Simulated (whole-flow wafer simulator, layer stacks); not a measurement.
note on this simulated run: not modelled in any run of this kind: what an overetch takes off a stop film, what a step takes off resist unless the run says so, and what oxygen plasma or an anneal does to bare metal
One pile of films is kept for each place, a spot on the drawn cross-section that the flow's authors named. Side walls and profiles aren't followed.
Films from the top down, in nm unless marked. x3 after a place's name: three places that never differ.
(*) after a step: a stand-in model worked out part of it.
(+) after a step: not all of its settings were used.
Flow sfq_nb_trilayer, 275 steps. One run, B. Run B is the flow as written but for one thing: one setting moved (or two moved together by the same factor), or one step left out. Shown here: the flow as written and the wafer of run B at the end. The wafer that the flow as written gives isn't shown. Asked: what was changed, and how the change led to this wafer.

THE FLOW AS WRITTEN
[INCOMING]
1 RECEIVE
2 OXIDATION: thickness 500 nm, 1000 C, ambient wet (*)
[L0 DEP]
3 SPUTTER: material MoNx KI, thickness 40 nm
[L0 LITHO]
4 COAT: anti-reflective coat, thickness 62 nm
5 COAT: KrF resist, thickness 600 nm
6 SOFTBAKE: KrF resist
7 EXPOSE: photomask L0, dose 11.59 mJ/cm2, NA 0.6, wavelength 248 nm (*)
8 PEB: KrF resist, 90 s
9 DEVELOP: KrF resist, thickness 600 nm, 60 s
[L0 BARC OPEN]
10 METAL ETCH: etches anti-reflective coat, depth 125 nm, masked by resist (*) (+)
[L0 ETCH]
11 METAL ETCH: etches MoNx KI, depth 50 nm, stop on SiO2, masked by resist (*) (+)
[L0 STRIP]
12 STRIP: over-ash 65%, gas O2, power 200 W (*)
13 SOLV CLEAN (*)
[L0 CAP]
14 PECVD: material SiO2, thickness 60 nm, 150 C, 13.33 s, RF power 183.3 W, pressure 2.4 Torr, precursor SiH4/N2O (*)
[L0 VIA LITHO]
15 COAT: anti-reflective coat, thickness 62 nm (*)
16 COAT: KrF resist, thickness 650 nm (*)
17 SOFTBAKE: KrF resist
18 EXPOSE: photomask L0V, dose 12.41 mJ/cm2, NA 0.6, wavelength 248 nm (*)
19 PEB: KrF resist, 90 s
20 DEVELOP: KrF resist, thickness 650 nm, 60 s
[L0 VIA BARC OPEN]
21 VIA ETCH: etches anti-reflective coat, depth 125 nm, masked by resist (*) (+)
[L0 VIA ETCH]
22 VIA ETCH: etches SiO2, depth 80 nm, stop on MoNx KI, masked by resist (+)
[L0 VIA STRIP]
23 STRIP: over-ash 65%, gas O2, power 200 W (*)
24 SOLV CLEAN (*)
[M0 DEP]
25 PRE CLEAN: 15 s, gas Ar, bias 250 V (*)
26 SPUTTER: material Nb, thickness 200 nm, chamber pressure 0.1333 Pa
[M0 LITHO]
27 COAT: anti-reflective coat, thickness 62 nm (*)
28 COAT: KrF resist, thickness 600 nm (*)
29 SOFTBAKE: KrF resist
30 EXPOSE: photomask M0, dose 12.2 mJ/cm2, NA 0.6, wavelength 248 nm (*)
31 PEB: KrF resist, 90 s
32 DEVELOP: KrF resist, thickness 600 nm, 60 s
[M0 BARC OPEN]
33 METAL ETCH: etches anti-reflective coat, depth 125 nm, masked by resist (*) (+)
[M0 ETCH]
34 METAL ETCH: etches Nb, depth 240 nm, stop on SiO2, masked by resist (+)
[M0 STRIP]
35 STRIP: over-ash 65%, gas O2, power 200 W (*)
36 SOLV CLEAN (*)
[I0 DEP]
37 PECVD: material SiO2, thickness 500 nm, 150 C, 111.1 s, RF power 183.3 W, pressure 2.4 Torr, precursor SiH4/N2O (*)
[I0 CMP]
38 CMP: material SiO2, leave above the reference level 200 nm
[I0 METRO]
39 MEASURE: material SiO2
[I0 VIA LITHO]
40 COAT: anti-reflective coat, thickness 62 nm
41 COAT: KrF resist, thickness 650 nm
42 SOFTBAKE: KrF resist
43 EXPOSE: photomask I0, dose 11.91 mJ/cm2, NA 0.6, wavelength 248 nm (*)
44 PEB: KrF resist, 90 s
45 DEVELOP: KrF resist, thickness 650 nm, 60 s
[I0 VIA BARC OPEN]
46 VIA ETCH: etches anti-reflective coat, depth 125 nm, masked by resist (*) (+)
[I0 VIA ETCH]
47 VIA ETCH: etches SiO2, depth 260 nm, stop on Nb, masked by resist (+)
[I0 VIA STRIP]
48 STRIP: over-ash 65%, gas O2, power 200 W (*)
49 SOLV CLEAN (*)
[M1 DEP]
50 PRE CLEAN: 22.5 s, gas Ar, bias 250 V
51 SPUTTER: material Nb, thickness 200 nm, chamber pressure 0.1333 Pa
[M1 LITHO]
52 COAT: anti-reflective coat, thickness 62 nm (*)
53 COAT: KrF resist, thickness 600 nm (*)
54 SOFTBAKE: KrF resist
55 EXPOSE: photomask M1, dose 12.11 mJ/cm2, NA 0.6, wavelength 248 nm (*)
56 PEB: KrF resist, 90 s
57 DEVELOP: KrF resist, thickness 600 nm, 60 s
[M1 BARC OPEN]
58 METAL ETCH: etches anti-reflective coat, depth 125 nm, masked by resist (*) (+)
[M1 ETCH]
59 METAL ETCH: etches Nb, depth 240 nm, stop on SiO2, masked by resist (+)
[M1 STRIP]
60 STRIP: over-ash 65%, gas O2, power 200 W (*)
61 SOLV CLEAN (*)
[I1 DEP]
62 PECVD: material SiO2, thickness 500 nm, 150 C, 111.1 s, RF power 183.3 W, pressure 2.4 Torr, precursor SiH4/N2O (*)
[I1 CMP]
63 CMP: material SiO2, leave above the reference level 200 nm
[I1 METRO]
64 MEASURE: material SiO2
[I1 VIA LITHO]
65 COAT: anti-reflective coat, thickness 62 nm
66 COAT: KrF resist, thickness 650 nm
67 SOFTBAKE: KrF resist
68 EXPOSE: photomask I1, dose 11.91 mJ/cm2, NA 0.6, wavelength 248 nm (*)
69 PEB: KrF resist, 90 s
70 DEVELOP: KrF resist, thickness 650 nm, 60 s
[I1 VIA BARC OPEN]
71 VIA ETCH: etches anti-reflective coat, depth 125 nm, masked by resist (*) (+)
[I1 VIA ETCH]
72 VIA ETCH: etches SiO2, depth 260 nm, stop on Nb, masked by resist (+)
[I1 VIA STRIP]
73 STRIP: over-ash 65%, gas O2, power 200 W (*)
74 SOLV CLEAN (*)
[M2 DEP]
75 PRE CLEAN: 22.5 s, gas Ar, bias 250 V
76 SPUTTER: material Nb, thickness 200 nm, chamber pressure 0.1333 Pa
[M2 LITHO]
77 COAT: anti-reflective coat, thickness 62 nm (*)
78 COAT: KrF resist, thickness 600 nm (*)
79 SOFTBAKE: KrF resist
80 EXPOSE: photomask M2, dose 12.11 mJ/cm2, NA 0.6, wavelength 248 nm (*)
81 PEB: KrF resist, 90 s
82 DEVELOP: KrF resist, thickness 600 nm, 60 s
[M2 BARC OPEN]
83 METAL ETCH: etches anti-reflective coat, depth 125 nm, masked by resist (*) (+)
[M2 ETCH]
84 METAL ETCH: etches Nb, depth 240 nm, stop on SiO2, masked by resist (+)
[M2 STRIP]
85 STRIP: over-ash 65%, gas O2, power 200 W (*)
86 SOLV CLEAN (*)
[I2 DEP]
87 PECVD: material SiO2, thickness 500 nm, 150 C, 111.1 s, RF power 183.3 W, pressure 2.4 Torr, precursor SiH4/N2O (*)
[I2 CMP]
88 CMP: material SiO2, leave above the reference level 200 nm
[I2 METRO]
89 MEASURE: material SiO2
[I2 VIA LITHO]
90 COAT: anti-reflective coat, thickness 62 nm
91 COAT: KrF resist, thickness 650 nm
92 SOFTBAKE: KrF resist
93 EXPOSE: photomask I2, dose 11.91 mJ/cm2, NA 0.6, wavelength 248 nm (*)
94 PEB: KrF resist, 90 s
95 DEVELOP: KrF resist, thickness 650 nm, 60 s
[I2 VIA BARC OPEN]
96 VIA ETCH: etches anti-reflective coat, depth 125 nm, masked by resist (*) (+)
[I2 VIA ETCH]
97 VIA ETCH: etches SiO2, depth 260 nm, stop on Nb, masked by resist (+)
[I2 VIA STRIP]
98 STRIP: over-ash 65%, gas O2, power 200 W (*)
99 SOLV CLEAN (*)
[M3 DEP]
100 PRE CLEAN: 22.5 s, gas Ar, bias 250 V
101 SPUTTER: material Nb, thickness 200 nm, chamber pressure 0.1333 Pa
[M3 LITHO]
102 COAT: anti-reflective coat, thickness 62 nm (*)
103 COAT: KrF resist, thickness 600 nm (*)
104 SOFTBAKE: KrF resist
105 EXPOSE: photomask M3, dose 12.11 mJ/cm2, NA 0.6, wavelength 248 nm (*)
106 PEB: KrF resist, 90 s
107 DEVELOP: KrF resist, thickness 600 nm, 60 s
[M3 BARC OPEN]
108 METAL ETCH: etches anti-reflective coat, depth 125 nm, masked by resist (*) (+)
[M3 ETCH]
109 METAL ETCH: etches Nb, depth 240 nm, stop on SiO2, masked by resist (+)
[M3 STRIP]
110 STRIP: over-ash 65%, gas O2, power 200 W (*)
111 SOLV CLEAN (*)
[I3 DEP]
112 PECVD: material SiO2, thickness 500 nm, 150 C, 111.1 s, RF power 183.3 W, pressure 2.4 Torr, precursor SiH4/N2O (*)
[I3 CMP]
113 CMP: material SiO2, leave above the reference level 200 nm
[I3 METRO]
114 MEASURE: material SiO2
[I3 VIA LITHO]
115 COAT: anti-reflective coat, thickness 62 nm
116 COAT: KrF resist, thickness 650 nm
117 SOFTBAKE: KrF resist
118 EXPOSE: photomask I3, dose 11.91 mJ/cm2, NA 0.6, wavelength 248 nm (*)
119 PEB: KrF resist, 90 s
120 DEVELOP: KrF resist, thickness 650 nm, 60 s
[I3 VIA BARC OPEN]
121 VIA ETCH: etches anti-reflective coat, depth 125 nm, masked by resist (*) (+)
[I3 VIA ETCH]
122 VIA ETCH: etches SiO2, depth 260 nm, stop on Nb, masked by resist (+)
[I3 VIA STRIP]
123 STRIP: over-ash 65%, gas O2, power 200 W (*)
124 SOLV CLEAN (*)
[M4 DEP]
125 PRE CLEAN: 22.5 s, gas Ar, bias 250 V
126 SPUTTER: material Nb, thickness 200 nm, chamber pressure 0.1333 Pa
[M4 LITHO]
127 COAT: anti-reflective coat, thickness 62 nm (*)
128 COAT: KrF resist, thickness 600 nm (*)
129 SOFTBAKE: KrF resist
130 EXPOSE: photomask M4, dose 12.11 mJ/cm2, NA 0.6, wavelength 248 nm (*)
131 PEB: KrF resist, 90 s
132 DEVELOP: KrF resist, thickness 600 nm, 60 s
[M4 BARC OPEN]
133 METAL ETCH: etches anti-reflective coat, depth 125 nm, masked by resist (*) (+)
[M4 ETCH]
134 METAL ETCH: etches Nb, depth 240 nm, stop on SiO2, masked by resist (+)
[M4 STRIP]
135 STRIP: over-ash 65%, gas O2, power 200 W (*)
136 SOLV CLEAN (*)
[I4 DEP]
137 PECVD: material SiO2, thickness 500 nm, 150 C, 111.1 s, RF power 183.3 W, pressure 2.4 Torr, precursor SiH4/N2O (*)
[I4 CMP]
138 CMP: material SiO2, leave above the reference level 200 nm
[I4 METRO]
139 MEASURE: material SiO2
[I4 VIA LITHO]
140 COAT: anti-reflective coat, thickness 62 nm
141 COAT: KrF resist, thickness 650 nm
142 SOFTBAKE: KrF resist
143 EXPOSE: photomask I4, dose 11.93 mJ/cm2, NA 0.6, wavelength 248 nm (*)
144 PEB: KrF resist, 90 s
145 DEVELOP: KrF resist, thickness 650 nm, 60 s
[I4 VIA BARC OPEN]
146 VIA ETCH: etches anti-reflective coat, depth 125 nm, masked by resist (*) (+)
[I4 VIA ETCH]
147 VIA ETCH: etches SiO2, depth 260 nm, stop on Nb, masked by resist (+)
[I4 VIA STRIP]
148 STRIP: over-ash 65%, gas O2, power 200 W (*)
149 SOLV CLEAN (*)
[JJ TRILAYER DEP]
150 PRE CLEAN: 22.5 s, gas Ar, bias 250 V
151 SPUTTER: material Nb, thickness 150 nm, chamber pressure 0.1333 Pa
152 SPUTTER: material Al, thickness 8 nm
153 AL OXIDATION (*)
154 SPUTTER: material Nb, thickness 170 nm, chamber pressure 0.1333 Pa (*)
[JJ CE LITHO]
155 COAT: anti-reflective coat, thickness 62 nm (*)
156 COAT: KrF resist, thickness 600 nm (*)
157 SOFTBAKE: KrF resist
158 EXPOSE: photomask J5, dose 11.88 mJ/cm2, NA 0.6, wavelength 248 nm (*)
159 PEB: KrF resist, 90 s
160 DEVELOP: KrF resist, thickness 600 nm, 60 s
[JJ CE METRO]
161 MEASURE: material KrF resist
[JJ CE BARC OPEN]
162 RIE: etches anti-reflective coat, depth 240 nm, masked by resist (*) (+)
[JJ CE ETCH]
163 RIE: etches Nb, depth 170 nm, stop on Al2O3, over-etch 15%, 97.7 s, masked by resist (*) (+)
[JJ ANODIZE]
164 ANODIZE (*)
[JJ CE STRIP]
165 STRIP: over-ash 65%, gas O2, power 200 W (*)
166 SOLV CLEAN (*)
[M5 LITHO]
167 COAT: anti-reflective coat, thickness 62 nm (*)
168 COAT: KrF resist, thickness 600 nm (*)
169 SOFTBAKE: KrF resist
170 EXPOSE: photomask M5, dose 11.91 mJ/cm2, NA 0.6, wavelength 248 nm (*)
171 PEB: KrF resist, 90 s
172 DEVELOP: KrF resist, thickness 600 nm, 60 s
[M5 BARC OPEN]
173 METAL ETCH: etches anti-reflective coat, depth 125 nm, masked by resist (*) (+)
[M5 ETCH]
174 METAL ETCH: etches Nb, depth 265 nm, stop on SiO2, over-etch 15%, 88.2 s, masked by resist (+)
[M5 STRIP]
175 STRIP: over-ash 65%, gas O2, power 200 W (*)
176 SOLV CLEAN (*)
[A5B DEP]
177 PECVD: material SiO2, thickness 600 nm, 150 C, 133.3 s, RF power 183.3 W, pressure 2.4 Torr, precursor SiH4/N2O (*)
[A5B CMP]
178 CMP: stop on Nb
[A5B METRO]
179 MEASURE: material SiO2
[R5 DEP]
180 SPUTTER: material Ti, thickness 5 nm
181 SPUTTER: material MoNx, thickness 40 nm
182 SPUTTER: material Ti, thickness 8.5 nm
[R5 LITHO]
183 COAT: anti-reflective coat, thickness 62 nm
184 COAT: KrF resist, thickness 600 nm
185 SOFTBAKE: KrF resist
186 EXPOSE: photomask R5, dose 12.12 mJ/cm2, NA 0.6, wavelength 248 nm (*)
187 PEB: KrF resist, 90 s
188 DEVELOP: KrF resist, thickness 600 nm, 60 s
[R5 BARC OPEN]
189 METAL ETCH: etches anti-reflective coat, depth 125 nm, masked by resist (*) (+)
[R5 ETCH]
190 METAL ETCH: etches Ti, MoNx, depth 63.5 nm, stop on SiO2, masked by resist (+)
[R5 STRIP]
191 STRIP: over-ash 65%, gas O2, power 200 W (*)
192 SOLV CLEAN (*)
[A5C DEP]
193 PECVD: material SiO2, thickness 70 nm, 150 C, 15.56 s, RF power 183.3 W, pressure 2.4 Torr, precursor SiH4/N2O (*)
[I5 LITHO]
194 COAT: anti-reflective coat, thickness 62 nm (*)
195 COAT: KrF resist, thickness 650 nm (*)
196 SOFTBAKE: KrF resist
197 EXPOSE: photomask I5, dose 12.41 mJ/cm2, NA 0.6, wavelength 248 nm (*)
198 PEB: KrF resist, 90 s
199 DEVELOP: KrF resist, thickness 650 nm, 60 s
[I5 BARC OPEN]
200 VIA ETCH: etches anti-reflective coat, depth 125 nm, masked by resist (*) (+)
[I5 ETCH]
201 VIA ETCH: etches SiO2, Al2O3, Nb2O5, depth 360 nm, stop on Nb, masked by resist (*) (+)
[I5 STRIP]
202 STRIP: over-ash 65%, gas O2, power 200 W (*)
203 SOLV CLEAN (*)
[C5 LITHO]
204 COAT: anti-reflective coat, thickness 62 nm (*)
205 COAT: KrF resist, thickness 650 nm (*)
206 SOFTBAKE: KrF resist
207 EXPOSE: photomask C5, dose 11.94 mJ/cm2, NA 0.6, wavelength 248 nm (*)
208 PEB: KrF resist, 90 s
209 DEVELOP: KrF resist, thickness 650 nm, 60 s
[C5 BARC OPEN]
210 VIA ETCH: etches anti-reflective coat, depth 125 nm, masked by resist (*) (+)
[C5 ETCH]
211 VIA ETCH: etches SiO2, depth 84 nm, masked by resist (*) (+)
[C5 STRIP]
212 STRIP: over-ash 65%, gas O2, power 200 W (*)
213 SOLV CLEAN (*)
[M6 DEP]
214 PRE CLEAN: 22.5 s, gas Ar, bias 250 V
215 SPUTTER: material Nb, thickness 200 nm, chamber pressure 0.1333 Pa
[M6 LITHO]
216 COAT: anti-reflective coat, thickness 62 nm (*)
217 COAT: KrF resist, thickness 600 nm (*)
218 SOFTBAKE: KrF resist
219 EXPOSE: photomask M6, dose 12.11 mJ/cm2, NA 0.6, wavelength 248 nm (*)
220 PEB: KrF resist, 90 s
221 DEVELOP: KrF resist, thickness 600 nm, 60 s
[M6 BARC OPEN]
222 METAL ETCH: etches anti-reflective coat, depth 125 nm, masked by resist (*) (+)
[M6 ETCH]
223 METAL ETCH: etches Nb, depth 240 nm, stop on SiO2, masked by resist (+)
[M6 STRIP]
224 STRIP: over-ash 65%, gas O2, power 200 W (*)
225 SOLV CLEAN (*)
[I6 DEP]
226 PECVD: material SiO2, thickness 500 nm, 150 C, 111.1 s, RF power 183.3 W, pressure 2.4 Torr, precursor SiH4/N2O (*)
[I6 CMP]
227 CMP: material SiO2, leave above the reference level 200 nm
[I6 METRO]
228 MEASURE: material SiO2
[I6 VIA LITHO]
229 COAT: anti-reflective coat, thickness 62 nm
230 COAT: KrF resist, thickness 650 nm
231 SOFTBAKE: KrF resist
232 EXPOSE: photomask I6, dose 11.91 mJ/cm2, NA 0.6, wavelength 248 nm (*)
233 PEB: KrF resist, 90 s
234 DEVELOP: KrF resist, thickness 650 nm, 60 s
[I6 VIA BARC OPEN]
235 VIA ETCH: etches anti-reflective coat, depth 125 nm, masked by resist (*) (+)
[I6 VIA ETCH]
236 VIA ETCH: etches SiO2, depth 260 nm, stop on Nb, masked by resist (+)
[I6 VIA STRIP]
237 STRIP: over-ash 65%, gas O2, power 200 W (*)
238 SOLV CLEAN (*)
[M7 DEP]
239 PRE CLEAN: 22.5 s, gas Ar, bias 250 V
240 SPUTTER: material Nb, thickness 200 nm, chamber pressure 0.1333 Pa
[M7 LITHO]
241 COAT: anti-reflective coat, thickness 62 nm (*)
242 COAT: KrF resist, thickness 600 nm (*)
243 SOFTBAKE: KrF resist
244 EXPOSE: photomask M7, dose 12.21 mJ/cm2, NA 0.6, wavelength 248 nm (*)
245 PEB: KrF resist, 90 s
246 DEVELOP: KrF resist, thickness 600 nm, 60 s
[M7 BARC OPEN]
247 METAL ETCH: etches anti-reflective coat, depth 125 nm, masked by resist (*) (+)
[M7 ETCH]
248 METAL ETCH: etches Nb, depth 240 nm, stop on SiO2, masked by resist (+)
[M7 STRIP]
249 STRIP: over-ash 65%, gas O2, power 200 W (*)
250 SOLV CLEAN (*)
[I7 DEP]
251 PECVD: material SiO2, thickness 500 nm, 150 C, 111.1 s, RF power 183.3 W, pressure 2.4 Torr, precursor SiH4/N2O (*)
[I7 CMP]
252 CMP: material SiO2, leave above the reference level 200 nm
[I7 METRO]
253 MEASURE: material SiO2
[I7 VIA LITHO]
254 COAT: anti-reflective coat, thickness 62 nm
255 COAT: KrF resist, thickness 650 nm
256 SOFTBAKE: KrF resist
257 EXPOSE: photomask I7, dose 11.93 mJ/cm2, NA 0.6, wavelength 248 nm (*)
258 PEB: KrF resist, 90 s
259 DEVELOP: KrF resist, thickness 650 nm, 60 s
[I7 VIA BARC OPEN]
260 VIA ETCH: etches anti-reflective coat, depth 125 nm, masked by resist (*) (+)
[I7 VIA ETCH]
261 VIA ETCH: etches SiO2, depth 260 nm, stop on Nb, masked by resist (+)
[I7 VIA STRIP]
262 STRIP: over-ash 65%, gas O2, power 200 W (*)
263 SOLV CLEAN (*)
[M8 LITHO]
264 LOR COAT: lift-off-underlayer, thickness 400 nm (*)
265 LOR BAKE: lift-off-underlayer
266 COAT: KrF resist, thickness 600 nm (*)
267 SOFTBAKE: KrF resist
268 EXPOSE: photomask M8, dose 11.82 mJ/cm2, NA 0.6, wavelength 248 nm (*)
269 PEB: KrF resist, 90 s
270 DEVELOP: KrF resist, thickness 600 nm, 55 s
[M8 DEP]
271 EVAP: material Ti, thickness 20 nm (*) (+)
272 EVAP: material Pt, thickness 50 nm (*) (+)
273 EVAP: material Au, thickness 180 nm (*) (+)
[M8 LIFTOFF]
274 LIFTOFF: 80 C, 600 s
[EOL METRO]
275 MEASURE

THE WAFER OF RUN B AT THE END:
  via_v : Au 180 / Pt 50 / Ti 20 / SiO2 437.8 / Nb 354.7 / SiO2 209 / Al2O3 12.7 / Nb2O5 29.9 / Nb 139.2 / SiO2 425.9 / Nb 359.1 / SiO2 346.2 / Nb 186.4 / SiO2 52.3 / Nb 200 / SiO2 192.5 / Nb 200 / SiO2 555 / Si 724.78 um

The cause: step 72, VIA ETCH: depth 140 nm was run, where the flow has depth 260 nm.

How the change led to this, step by step:
  72 VIA ETCH: etches SiO2, depth 260 nm, stop on Nb, masked by resist (+)
      via_v: SiO2 -140 (as written it would be: SiO2 -199.8 (all of it))
      field_l, v_sur, via_wl and 102 more: KrF resist -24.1 (as written it would be: KrF resist -44.8)
  73 STRIP: over-ash 65%, gas O2, power 200 W (*)
      field_l, v_sur, via_wl and 102 more: KrF resist -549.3 (all of it), anti-reflective coat -62 (all of it) (as written it would be: KrF resist -528.6 (all of it), anti-reflective coat -62 (all of it))
  75 PRE CLEAN: 22.5 s, gas Ar, bias 250 V
      via_v: SiO2 -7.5 (as written it would be: Nb -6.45)
  76 SPUTTER: material Nb, thickness 200 nm, chamber pressure 0.1333 Pa
      via_v: Nb +186.4 (new film) (as written it would be: Nb +174.5)
  77 COAT: anti-reflective coat, thickness 62 nm (*)
      via_sp: anti-reflective coat +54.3 (new film) (as written it would be: anti-reflective coat +53.2 (new film))
      via_v: anti-reflective coat +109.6 (new film) (as written it would be: anti-reflective coat +123.1 (new film))
      (and at 1 more place)
  78 COAT: KrF resist, thickness 600 nm (*)
      via_v: KrF resist +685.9 (new film) (as written it would be: KrF resist +733.7 (new film))
  85 STRIP: over-ash 65%, gas O2, power 200 W (*)
      via_sp: KrF resist -378.3 (all of it), anti-reflective coat -54.3 (all of it) (as written it would be: KrF resist -374.4 (all of it), anti-reflective coat -53.2 (all of it))
      via_v: KrF resist -468.1 (all of it), anti-reflective coat -109.6 (all of it) (as written it would be: KrF resist -515.8 (all of it), anti-reflective coat -123.1 (all of it))
      (and at 1 more place)
  87 PECVD: material SiO2, thickness 500 nm, 150 C, 111.1 s, RF power 183.3 W, pressure 2.4 Torr, precursor SiH4/N2O (*)
      via_v: SiO2 +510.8 (new film) (as written it would be: SiO2 +606 (new film))
  88 CMP: material SiO2, leave above the reference level 200 nm
      via_v: SiO2 -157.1 (as written it would be: SiO2 -181.6)
Counting metal films that touch as one body, via_v has 7 bodies (between them, from the top down: SiO2 437.8; SiO2 209 / Al2O3 12.7 / Nb2O5 29.9; SiO2 425.9; SiO2 346.2; SiO2 52.3; SiO2 192.5); the flow as written gives 6 bodies (between them, from the top down: SiO2 437.8; SiO2 209 / Al2O3 12.7 / Nb2O5 29.9; SiO2 425.9; SiO2 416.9; SiO2 192.5).
